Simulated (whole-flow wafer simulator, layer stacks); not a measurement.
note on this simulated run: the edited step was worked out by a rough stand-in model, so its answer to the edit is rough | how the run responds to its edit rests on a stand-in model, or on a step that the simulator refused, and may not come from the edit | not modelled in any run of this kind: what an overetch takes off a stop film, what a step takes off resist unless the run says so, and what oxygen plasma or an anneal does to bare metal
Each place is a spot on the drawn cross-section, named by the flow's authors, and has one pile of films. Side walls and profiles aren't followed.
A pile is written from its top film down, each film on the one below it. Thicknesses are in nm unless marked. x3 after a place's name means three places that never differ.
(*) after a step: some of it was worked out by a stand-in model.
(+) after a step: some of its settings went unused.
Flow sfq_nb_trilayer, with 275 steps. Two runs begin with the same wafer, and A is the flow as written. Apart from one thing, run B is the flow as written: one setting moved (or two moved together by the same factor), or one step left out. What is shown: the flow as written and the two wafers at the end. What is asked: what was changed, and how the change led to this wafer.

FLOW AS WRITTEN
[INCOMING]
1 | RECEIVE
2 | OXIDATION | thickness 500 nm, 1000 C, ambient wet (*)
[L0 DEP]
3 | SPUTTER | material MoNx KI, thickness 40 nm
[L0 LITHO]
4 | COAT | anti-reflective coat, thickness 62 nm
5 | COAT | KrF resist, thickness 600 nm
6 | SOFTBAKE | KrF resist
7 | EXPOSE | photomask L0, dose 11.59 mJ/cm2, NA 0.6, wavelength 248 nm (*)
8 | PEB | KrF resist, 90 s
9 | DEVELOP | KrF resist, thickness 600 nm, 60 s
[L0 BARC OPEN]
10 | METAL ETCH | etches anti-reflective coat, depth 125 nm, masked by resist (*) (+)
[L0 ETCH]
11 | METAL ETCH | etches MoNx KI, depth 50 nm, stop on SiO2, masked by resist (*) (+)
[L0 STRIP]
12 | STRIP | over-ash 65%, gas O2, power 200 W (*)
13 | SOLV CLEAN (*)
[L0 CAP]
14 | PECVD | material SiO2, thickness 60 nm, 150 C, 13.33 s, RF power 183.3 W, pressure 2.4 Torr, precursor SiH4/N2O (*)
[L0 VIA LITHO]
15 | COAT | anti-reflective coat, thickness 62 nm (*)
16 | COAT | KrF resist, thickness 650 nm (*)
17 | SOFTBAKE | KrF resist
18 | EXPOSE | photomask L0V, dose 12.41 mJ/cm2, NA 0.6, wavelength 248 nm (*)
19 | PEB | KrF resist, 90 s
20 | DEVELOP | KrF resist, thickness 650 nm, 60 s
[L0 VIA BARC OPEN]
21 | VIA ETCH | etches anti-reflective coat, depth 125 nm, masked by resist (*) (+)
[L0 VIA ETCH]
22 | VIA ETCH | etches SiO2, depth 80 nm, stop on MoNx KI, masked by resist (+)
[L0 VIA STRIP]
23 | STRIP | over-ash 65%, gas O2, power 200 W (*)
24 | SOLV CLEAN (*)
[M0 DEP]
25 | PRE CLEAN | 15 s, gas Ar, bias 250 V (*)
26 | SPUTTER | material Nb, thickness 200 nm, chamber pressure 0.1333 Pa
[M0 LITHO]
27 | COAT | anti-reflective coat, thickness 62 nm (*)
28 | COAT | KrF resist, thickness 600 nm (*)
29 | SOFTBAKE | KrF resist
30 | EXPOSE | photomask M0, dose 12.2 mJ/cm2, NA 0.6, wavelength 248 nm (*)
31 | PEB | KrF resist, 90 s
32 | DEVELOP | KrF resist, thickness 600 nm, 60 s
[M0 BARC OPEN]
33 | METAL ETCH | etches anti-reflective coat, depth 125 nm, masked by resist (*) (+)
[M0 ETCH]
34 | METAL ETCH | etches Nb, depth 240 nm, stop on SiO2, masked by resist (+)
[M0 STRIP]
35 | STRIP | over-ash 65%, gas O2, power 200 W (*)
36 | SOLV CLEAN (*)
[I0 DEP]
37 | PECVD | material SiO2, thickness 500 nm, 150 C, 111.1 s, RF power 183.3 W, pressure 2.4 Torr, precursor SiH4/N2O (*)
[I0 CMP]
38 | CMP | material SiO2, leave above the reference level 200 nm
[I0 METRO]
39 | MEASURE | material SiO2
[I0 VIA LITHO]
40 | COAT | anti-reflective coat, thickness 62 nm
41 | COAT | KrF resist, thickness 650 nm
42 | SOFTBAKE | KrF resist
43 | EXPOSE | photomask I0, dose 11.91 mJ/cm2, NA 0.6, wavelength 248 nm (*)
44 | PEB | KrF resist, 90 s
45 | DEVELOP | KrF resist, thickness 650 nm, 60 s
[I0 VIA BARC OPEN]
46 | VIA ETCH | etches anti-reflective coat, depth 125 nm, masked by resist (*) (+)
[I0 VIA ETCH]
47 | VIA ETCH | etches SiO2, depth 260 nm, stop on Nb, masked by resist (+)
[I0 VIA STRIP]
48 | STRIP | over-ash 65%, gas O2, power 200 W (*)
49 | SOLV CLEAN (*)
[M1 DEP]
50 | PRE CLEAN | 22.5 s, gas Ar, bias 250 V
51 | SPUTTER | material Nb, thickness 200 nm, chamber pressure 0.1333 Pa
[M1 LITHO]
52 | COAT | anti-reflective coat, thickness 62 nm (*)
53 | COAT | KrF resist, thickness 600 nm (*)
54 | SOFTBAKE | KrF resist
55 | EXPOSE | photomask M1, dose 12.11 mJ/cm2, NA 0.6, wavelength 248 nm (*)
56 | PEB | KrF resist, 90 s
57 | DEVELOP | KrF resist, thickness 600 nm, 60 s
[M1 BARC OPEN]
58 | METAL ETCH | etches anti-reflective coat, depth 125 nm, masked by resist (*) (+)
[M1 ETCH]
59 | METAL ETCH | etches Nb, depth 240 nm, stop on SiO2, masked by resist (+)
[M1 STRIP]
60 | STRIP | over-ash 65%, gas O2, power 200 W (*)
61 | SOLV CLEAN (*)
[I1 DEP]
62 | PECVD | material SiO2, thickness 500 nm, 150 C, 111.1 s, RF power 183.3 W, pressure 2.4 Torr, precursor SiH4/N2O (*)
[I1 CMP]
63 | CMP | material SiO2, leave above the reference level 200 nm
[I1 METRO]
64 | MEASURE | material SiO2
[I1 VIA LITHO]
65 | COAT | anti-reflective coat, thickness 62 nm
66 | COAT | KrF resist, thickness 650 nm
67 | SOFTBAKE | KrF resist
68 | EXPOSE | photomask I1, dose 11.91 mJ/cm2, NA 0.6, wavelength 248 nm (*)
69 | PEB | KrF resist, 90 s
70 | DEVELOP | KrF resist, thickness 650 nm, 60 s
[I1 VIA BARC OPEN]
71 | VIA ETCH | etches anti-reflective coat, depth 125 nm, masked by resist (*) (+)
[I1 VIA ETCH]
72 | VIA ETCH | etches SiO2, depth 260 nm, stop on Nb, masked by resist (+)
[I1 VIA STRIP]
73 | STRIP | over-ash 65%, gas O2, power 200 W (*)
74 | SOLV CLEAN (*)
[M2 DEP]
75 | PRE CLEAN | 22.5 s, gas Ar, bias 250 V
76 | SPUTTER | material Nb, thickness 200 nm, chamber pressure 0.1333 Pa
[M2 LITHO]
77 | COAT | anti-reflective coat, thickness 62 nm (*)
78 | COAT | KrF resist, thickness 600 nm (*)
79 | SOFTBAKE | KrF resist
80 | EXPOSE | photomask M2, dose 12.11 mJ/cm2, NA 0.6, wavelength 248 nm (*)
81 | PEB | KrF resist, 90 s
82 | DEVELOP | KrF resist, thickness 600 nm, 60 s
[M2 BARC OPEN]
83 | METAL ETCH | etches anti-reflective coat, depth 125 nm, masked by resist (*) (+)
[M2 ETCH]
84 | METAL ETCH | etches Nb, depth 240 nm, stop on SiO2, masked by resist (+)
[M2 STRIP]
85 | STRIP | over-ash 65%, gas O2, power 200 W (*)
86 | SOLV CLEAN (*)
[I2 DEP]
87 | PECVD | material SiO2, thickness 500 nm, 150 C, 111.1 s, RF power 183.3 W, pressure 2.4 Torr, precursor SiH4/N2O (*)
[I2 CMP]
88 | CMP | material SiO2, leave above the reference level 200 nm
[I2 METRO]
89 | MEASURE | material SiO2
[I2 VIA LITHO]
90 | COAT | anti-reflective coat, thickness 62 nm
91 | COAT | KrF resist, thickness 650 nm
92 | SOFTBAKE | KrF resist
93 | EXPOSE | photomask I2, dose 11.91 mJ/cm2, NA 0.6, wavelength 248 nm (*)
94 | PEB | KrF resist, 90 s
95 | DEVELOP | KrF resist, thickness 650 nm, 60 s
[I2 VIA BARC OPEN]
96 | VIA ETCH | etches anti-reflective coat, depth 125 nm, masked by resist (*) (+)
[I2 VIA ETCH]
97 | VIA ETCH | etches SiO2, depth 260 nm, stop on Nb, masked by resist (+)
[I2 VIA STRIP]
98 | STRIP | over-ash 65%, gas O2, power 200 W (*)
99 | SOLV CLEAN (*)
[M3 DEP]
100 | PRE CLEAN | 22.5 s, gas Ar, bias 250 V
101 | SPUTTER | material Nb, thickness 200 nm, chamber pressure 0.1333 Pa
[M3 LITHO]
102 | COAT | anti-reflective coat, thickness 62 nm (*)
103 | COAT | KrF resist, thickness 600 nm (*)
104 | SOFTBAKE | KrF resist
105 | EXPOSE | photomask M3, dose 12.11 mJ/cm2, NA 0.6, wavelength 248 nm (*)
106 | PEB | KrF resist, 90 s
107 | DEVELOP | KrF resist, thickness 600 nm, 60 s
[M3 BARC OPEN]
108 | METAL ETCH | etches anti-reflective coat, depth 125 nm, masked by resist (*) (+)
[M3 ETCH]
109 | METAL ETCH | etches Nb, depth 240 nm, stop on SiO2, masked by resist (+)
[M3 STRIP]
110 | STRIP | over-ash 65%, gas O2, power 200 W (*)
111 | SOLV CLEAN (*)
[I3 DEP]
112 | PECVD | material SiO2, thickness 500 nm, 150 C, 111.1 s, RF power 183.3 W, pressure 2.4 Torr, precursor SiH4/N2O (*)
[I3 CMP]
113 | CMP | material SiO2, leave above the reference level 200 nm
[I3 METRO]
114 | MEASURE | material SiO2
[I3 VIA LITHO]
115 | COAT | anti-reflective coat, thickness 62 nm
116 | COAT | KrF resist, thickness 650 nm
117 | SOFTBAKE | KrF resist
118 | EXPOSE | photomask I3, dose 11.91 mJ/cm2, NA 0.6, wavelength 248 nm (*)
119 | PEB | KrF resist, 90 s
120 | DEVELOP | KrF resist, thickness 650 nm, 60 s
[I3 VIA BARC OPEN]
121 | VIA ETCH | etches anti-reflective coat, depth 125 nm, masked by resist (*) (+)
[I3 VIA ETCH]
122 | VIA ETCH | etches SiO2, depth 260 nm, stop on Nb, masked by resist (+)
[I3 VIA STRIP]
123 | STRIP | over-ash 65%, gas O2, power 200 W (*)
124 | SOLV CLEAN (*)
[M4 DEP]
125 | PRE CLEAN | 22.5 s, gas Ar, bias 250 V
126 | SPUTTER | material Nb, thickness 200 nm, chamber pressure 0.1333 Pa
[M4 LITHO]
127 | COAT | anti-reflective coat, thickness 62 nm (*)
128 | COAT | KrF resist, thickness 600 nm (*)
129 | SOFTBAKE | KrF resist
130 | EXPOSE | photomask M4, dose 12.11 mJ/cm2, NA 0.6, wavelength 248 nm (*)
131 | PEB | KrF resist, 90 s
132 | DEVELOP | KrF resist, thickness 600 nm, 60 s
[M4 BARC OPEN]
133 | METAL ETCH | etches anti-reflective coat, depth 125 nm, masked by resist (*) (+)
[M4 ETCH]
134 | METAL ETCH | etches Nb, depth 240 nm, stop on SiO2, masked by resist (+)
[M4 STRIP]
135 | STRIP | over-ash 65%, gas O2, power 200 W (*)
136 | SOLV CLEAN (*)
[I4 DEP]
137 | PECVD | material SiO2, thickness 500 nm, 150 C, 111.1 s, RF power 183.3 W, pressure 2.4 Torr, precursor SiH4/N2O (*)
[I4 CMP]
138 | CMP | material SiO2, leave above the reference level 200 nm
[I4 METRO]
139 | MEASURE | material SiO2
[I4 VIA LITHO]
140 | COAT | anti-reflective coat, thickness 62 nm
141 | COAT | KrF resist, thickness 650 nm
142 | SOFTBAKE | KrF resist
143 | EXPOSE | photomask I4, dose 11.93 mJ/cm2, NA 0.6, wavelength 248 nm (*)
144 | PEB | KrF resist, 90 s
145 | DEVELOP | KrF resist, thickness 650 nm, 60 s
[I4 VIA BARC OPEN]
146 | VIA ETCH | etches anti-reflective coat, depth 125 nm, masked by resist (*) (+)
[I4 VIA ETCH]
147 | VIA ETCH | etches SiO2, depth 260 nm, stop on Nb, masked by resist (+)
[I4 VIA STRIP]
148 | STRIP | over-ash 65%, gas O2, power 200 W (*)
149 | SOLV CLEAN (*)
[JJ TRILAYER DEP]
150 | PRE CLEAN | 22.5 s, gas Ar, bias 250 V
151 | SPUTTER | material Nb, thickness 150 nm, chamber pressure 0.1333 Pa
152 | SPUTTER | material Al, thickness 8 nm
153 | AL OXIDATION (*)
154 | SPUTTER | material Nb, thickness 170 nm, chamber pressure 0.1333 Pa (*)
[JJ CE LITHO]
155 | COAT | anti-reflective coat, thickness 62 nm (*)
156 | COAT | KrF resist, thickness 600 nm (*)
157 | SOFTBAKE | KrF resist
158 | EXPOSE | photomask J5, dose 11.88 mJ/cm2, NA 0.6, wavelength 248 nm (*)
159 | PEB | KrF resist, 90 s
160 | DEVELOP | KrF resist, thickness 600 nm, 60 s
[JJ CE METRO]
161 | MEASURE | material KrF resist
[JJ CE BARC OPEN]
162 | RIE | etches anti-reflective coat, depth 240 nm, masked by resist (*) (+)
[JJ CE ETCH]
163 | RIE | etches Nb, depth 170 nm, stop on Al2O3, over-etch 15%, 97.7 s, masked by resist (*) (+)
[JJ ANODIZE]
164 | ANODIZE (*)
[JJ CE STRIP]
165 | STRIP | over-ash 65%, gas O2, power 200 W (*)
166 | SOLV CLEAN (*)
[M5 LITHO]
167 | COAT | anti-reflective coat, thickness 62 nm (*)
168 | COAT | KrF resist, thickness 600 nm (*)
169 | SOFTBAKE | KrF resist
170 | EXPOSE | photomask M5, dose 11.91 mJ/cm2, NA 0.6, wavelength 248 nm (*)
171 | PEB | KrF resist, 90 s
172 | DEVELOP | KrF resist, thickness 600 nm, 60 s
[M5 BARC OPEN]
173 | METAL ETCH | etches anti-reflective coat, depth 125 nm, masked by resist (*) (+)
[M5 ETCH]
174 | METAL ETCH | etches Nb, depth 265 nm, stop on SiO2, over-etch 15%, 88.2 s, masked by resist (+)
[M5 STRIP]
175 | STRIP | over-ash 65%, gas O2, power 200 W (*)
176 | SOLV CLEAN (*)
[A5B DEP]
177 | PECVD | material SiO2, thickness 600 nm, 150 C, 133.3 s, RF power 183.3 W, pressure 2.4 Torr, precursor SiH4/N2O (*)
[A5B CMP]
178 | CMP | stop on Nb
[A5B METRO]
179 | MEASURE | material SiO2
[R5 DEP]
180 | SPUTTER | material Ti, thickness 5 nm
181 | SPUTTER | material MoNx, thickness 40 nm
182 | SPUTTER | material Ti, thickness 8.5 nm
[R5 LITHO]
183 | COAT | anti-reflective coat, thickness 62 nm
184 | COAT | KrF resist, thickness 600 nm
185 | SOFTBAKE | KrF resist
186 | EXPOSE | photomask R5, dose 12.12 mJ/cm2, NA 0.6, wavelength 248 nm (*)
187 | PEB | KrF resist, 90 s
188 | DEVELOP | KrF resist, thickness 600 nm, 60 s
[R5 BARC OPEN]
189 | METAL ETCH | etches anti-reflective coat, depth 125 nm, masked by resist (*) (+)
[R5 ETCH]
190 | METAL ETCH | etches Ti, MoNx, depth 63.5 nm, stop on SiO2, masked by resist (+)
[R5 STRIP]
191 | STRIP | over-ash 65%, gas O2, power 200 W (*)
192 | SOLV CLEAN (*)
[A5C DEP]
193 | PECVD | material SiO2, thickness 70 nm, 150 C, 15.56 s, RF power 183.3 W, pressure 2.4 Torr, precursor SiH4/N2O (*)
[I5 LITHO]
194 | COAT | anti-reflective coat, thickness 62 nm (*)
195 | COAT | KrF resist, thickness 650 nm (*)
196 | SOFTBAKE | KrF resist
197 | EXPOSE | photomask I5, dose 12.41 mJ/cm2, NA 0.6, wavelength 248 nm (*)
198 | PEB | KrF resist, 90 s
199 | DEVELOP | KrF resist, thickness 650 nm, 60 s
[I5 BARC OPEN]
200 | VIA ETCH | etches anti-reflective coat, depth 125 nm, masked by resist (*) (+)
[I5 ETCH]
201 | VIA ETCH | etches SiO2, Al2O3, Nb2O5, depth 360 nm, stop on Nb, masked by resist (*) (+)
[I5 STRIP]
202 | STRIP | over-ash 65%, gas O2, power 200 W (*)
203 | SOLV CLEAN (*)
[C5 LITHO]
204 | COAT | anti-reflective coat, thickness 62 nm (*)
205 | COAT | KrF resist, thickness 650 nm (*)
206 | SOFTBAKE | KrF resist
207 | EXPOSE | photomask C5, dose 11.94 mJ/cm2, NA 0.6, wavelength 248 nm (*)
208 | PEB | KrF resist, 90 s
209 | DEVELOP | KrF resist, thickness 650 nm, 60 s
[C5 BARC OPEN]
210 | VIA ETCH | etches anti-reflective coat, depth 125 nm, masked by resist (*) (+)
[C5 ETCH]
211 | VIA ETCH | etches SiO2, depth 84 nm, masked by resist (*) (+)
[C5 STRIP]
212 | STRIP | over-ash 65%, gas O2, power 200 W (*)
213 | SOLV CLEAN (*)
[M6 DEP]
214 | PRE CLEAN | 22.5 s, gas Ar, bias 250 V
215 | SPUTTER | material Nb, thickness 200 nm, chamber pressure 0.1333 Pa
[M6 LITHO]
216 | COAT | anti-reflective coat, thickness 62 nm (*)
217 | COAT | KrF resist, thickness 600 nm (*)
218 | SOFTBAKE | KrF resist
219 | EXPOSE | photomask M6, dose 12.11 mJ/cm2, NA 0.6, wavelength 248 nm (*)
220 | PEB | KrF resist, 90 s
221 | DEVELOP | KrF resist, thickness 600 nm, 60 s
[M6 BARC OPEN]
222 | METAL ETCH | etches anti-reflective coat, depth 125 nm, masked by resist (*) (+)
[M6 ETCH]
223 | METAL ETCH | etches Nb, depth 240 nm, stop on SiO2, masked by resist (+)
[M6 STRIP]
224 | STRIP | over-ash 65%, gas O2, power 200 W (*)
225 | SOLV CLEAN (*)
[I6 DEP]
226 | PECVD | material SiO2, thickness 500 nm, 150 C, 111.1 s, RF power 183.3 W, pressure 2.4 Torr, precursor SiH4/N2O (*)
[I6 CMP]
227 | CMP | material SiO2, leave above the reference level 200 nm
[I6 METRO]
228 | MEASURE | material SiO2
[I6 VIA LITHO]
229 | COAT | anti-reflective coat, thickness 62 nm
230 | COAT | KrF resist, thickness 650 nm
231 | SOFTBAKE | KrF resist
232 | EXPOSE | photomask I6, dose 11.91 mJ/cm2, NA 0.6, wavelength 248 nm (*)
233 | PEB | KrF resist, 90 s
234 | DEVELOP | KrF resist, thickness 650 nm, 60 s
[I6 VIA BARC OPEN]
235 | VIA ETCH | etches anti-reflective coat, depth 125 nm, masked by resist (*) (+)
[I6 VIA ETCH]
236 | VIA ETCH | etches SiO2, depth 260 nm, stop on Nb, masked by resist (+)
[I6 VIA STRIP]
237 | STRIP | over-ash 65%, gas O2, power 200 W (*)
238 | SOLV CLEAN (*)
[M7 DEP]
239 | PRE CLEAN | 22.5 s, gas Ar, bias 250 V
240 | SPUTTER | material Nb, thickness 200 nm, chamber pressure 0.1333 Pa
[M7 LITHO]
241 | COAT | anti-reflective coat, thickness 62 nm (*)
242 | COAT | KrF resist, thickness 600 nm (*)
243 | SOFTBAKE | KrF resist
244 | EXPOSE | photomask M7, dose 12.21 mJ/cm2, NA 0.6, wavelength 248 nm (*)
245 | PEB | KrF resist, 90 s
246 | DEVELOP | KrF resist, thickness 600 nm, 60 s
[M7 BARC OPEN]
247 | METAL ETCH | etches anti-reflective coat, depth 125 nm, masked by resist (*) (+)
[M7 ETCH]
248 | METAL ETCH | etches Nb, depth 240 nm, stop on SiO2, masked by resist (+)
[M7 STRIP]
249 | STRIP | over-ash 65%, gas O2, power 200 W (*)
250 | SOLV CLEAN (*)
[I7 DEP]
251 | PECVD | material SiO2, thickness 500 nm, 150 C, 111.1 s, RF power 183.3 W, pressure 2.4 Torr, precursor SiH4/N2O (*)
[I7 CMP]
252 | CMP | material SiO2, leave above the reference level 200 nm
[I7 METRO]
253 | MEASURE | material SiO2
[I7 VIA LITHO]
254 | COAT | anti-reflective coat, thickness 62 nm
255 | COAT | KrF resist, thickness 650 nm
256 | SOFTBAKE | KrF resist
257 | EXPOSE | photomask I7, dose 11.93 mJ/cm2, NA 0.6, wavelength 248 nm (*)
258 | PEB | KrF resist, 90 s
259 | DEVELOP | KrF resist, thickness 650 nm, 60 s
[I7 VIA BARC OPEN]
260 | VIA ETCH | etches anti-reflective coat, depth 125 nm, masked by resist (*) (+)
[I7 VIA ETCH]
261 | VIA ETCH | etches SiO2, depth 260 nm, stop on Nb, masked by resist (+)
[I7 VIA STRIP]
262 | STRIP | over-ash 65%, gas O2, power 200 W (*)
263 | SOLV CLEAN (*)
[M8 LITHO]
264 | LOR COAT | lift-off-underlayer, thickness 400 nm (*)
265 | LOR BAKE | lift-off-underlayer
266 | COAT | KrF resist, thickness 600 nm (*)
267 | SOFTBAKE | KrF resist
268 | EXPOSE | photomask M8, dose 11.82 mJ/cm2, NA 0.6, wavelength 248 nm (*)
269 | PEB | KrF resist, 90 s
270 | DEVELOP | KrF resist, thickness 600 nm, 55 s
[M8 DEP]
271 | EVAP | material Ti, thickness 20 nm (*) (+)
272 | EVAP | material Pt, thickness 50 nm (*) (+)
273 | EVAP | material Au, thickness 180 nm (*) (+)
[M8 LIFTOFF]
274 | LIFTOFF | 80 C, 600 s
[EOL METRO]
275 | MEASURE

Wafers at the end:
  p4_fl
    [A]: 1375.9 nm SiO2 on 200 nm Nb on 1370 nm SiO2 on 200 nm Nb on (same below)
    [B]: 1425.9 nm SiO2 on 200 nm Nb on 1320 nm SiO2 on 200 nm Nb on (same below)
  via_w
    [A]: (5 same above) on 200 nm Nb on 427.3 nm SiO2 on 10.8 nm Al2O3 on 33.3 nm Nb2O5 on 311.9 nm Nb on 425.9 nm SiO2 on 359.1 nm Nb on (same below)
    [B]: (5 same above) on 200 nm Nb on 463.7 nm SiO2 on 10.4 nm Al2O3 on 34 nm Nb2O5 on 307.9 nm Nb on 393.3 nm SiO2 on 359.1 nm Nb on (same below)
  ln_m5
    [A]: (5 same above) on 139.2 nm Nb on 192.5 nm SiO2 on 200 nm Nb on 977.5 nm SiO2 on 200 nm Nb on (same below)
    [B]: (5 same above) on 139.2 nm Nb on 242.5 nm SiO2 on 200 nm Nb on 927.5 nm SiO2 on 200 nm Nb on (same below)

The reason: step 112, PECVD: thickness 350 nm was run, though the flow has thickness 500 nm; step 112, PECVD: 77.78 s was run, where the flow has 111.1 s.

How this came from the change, step by step:
  112 | PECVD | material SiO2, thickness 500 nm, 150 C, 111.1 s, RF power 183.3 W, pressure 2.4 Torr, precursor SiH4/N2O (*)
      field_l, be, be_sur and 64 more: A +500 SiO2 | B +350 SiO2
      v_sur, via_wl, via_wr and 27 more: A +500 SiO2 (new film) | B +350 SiO2 (new film)
      (as well as at 9 more places)
  113 | CMP | material SiO2, leave above the reference level 200 nm
      field_l, be, be_sur and 64 more: A -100 SiO2 | B nothing
      p4_g1, p4_g2, p3_s0, p3_s1, p3_s2, p3_s3, p3_s4, p3_s5: A -157.1 SiO2 | B nothing
      (as well as at 31 more places)
  115 | COAT | anti-reflective coat, thickness 62 nm
      m0r_line_l, m0r_line_r, m5r_line_l, m5r_line_r, m6r_line_l, m6r_line_r, m7r_line_l, m7r_line_r: A +62 anti-reflective coat (new film) | B +63.4 anti-reflective coat (new film)
      p3_s0, p3_s1, p3_s2, p3_s3, p3_s4: A +62 anti-reflective coat (new film) | B +80.8 anti-reflective coat (new film)
      (as well as at 67 more places)
  116 | COAT | KrF resist, thickness 650 nm
      v_sur: A +650 KrF resist (new film) | B +630.6 KrF resist (new film)
      via_wl: A +650 KrF resist (new film) | B +633.9 KrF resist (new film)
      (as well as at 18 more places)
  120 | DEVELOP | KrF resist, thickness 650 nm, 60 s
      via_v: A -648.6 KrF resist (all of it) | B -630.7 KrF resist (all of it)
  121 | VIA ETCH | etches anti-reflective coat, depth 125 nm, masked by resist (*) (+)
      field_l, v_sur, via_wl and 102 more: A -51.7 KrF resist | B -48.3 KrF resist
      via_v: A -62 anti-reflective coat (all of it), -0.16 SiO2 | B -58 anti-reflective coat (all of it), -0.15 SiO2
  123 | STRIP | over-ash 65%, gas O2, power 200 W (*)
      m0r_line_l, m6r_line_l, m7r_line_l: A -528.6 KrF resist (all of it), -62 anti-reflective coat (all of it) | B -541.2 KrF resist (all of it), -63.4 anti-reflective coat (all of it)
      m0r_space_l, m6r_space_l, m7r_space_l: A -528.6 KrF resist (all of it), -62 anti-reflective coat (all of it) | B -537.5 KrF resist (all of it), -69 anti-reflective coat (all of it)
      (as well as at 74 more places)
  127 | COAT | anti-reflective coat, thickness 62 nm (*)
      wl_a_m6, wl_a_sr, wl_b_sl, wl_b_m5, wl_b_sr: A +62 anti-reflective coat (new film) | B +60.7 anti-reflective coat (new film)
      p3_l1, p3_l2, p3_l3, p3_l4: A +62 anti-reflective coat (new film) | B +51.1 anti-reflective coat (new film)
      (as well as at 65 more places)
  128 | COAT | KrF resist, thickness 600 nm (*)
      v_sur: A +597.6 KrF resist (new film) | B +578.3 KrF resist (new film)
      via_wl: A +597 KrF resist (new film) | B +580 KrF resist (new film)
      (as well as at 20 more places)
  132 | DEVELOP | KrF resist, thickness 600 nm, 60 s
      wl_d_sl: A -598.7 KrF resist (all of it) | B -615.4 KrF resist (all of it)
      wl_d_m1: A -598.7 KrF resist (all of it) | B -616.8 KrF resist (all of it)
      (as well as at 5 more places)
  133 | METAL ETCH | etches anti-reflective coat, depth 125 nm, masked by resist (*) (+)
      v_sur, via_wl, via_w and 36 more: A -51.7 KrF resist | B -54 KrF resist
      p3_s1, p3_s2, p3_s3, p3_s4: A -62 anti-reflective coat (all of it) | B -75.4 anti-reflective coat (all of it)
      (as well as at 34 more places)
  135 | STRIP | over-ash 65%, gas O2, power 200 W (*)
      p4_fl, p4_fr: A -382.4 KrF resist (all of it), -62 anti-reflective coat (all of it) | B -384.5 KrF resist (all of it), -64.3 anti-reflective coat (all of it)
      p3_l2, p3_l3: A -382.4 KrF resist (all of it), -62 anti-reflective coat (all of it) | B -365.1 KrF resist (all of it), -51.1 anti-reflective coat (all of it)
      (as well as at 32 more places)
  137 | PECVD | material SiO2, thickness 500 nm, 150 C, 111.1 s, RF power 183.3 W, pressure 2.4 Torr, precursor SiH4/N2O (*)
      p3_s0, p3_s1, p3_s2, p3_s3, p3_s4, p3_s5: A +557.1 SiO2 | B +607.1 SiO2
  138 | CMP | material SiO2, leave above the reference level 200 nm
      field_l, be, be_sur and 55 more: A -100 SiO2 | B -50 SiO2
      ln_m5, lsp_m, ln_m6, p4_fl, p4_fm, p4_g1, p4_g2, p4_fr: A -300 SiO2 | B -250 SiO2
      (as well as at 4 more places)
  147 | VIA ETCH | etches SiO2, depth 260 nm, stop on Nb, masked by resist (+)
      via_w: A -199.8 SiO2 (all of it) | B -232.5 SiO2 (all of it)
  151 | SPUTTER | material Nb, thickness 150 nm, chamber pressure 0.1333 Pa
      via_w: A +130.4 Nb | B +126.6 Nb
  ... 12 further steps ...
  178 | CMP | stop on Nb
      via_w: A -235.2 SiO2 | B -226.5 SiO2
